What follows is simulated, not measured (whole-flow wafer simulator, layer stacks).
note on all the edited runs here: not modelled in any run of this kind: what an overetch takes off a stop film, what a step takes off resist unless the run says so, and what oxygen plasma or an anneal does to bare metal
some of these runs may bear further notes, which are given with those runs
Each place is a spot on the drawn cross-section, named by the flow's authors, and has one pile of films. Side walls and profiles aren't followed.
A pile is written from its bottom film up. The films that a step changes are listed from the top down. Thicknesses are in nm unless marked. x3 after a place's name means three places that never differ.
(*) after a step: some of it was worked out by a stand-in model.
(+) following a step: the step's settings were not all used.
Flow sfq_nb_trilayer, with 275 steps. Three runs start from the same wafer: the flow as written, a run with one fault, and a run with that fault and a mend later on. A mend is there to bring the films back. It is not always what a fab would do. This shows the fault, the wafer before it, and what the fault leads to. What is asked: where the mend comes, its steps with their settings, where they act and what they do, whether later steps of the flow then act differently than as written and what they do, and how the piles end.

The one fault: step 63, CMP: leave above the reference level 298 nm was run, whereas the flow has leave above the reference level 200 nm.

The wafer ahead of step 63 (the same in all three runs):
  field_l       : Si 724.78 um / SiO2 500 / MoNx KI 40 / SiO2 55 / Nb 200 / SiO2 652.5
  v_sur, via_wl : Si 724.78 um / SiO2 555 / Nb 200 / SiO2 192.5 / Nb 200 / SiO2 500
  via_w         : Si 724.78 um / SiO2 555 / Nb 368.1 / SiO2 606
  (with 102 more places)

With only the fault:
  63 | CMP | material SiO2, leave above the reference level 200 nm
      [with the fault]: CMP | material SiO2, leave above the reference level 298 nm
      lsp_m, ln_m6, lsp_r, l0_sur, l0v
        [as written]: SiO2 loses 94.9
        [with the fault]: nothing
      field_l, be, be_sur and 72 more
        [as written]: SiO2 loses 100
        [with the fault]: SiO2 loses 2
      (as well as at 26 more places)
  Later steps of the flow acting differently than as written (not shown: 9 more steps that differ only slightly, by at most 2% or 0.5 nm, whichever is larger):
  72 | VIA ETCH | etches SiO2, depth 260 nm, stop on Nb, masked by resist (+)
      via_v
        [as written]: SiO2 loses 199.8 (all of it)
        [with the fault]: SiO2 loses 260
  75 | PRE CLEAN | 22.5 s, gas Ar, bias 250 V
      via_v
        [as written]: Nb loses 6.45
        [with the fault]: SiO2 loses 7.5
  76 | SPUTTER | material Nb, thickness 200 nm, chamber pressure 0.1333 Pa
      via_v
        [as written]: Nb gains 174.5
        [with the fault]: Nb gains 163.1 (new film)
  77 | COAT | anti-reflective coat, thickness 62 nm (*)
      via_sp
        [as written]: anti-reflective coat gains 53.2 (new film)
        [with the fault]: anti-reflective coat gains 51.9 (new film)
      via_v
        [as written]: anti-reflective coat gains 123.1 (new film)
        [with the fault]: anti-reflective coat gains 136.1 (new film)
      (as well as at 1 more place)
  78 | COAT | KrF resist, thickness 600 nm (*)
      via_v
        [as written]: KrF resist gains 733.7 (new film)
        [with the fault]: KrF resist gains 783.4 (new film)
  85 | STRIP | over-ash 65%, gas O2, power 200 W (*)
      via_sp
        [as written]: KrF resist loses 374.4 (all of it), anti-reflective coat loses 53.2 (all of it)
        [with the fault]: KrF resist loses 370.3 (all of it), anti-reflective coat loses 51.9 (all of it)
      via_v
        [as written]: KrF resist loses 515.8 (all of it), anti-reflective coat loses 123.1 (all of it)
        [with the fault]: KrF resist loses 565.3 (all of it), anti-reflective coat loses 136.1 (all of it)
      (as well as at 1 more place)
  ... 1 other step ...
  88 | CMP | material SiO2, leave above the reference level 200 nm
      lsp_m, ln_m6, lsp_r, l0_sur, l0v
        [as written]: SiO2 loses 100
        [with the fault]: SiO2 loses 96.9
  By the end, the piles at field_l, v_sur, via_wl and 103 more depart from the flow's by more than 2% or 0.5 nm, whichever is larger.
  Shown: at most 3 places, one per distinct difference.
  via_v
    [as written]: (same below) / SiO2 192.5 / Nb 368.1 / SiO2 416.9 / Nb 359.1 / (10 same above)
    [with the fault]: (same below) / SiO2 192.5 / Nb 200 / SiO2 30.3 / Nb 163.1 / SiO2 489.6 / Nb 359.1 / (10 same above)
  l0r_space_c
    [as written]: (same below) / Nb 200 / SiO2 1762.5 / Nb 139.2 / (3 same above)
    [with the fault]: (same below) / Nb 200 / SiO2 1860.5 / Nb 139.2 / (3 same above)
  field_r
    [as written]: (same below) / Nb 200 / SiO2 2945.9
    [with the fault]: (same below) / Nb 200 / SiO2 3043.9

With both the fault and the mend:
  The mend stands after step 64.
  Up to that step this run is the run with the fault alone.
  64a | CMP | material SiO2, leave above the reference level 200 nm (the flow's step 63, run once more)
      field_l, v_sur, via_wl and 98 more
        SiO2 loses 98
      lsp_m, ln_m6, lsp_r, l0_sur, l0v
        SiO2 loses 94.9
  None of the later steps of the flow acts differently than as written at any place that is followed.
  By the end, the piles equal the flow's at every place that both follow.
